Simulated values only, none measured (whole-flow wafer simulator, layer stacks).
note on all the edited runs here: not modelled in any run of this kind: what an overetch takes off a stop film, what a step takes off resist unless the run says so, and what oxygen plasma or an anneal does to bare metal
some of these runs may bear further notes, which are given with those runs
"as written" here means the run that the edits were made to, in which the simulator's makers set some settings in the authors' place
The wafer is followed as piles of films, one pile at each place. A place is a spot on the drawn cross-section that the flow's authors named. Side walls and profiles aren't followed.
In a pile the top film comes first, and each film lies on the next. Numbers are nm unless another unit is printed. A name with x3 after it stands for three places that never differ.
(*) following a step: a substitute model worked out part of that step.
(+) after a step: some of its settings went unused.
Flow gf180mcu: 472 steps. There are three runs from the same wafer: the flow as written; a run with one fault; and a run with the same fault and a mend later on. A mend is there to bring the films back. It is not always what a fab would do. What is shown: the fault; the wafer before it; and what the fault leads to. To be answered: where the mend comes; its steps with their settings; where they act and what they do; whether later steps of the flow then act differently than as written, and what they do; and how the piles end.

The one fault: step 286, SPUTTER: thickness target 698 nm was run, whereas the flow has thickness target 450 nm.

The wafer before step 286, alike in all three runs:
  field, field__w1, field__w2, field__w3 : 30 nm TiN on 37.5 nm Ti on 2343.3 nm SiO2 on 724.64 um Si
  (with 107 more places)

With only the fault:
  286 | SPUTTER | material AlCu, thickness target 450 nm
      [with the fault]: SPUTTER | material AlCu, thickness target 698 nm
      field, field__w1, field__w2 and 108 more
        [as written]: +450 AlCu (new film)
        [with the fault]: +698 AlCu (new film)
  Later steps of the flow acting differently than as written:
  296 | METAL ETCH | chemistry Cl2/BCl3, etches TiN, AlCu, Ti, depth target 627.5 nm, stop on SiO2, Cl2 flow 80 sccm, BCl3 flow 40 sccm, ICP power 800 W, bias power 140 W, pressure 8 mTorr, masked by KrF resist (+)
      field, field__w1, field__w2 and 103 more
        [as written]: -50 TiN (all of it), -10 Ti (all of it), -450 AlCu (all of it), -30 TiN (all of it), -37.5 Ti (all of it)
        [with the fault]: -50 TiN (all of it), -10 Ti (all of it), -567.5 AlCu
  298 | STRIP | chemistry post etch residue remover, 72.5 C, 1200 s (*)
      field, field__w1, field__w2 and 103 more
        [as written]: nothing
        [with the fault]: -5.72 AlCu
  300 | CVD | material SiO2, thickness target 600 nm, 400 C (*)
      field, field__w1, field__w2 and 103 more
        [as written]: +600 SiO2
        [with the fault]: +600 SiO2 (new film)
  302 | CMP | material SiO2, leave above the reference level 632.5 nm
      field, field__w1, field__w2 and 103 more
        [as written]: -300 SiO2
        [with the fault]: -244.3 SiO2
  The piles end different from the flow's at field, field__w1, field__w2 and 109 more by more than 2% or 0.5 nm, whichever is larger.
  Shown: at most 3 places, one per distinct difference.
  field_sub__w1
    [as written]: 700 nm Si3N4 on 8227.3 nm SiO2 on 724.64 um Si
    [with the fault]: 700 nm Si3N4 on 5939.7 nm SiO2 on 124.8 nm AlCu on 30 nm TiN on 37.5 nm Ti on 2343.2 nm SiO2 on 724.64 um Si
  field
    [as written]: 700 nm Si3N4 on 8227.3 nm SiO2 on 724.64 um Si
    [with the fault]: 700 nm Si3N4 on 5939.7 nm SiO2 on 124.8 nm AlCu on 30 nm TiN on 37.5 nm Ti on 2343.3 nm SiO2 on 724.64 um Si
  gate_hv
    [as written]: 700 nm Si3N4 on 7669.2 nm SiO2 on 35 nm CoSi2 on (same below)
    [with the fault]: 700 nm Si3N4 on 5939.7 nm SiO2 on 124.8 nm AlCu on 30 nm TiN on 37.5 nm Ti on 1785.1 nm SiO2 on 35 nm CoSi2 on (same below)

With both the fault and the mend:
  The mend follows step 286.
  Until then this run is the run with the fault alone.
  286a | METAL ETCH | chemistry Cl2/BCl3, etches TiN, AlCu, Ti, depth target 248 nm, Cl2 flow 80 sccm, BCl3 flow 40 sccm, ICP power 800 W, bias power 140 W, pressure 8 mTorr (the flow's step 260, run once more with other settings)
      field, field__w1, field__w2 and 108 more
        -248 AlCu
  None of the later steps of the flow acts differently than as written at any place that is followed.
  The piles end the same as the flow's at every place that both follow.
